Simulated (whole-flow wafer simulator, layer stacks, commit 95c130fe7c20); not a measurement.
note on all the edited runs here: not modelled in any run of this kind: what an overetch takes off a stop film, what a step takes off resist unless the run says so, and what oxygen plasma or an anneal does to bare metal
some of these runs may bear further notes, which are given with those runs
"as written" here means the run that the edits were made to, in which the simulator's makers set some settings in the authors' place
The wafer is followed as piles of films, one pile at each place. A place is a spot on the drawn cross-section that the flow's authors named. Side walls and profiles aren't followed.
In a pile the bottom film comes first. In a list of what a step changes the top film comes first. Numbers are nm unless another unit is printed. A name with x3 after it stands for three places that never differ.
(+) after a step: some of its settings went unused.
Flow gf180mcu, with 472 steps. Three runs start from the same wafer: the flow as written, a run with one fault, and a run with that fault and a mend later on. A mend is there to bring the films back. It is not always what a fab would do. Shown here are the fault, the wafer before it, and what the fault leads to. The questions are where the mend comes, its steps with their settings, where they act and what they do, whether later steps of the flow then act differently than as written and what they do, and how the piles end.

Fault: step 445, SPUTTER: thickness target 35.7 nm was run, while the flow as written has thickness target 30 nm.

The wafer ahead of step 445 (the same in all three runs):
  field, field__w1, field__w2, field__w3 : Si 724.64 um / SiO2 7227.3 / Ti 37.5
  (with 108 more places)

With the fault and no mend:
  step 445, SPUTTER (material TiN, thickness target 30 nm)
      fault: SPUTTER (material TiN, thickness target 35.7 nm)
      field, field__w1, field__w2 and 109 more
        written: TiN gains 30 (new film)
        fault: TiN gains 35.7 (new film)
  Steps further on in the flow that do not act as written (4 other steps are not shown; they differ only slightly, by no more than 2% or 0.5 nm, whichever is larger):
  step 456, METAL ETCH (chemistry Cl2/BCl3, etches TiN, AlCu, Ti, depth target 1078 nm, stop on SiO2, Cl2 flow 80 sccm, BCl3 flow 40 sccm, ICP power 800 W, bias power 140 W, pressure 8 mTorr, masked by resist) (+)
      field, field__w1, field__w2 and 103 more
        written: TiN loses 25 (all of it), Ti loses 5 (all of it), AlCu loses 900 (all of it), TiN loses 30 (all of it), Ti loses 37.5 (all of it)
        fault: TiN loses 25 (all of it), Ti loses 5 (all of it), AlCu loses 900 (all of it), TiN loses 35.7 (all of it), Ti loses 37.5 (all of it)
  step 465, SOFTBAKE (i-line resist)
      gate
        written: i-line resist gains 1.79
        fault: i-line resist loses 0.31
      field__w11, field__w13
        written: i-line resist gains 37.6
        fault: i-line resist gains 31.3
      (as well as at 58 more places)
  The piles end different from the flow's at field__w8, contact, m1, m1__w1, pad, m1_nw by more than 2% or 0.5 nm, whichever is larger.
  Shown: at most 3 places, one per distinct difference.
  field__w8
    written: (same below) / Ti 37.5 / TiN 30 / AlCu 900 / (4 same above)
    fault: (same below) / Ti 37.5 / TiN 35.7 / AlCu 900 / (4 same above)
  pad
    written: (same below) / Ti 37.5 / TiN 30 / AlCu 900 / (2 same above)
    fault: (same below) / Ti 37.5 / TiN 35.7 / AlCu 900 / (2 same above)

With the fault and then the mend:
  The mend stands after step 445.
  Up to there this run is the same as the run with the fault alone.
  step 445a, METAL ETCH (chemistry Cl2/BCl3, etches TiN, AlCu, Ti, depth target 5.7 nm, Cl2 flow 80 sccm, BCl3 flow 40 sccm, ICP power 800 W, bias power 140 W, pressure 8 mTorr) (the flow's step 260, run once more with other settings)
      field, field__w1, field__w2 and 109 more
        TiN loses 5.7
  None of the later steps of the flow acts differently than as written at any place that is followed.
  The piles end the same as the flow's at every place that both follow.
